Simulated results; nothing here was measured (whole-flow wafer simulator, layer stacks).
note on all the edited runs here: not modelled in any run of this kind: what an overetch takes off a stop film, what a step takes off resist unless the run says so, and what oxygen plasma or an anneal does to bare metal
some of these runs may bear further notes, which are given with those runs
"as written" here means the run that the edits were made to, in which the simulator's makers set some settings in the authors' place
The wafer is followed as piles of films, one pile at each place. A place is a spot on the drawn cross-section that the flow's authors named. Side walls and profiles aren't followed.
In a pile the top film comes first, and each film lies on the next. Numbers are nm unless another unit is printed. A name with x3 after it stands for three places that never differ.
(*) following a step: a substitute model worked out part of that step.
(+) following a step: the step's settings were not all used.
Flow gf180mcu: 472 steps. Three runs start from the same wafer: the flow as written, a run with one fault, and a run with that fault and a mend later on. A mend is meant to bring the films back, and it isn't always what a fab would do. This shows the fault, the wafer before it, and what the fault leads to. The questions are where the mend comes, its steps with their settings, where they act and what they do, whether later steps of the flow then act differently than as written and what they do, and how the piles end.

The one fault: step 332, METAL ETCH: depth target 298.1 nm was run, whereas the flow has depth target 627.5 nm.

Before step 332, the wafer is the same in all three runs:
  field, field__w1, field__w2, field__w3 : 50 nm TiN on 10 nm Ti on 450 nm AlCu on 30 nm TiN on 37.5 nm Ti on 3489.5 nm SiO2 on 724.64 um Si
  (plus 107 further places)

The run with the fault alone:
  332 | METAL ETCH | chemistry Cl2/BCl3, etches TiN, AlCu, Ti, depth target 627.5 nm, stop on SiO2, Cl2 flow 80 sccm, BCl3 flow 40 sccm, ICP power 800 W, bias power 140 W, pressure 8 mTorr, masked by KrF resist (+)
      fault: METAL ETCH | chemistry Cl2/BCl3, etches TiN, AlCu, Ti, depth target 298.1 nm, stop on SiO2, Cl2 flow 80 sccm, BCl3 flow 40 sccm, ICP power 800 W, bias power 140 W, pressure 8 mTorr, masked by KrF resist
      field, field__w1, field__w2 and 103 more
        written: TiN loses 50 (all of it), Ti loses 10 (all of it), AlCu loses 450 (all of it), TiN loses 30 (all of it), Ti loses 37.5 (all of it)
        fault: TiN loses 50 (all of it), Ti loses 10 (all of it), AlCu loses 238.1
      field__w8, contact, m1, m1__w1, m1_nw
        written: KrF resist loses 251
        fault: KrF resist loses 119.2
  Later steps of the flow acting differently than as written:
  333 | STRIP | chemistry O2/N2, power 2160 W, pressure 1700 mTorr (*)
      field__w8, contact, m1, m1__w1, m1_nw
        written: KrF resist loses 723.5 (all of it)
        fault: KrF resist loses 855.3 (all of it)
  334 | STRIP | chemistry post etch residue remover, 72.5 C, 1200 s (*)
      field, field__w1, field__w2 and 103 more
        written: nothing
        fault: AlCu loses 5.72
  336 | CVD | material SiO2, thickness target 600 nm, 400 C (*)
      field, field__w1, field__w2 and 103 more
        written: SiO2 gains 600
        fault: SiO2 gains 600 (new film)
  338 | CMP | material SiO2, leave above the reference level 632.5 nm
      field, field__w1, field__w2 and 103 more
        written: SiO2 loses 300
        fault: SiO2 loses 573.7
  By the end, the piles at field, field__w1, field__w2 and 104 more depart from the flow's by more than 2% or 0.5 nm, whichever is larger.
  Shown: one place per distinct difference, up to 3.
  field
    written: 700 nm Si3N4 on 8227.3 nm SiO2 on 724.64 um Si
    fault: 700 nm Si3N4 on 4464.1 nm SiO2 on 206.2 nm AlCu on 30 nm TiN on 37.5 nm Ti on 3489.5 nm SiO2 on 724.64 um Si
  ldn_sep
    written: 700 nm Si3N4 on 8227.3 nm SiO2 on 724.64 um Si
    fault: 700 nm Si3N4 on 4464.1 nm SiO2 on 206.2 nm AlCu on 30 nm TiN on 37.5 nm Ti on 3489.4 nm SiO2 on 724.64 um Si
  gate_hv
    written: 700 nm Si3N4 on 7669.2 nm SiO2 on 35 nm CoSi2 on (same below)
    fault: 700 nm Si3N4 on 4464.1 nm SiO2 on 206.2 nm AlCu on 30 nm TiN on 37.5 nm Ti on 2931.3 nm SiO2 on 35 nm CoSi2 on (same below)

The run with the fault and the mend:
  After step 332 comes the mend.
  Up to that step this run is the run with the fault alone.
  332a | METAL ETCH | chemistry Cl2/BCl3, etches TiN, AlCu, Ti, depth target 329.4 nm, stop on SiO2, Cl2 flow 80 sccm, BCl3 flow 40 sccm, ICP power 800 W, bias power 140 W, pressure 8 mTorr, masked by KrF resist (+) (the flow's step 332, run once more with other settings)
      field, field__w1, field__w2 and 103 more
        AlCu loses 211.9 (all of it), TiN loses 30 (all of it), Ti loses 37.5 (all of it)
      field__w8, contact, m1, m1__w1, m1_nw
        KrF resist loses 131.8
  None of the later steps of the flow acts differently than as written at any place that is followed.
  The piles end the same as the flow's at every place that both follow.
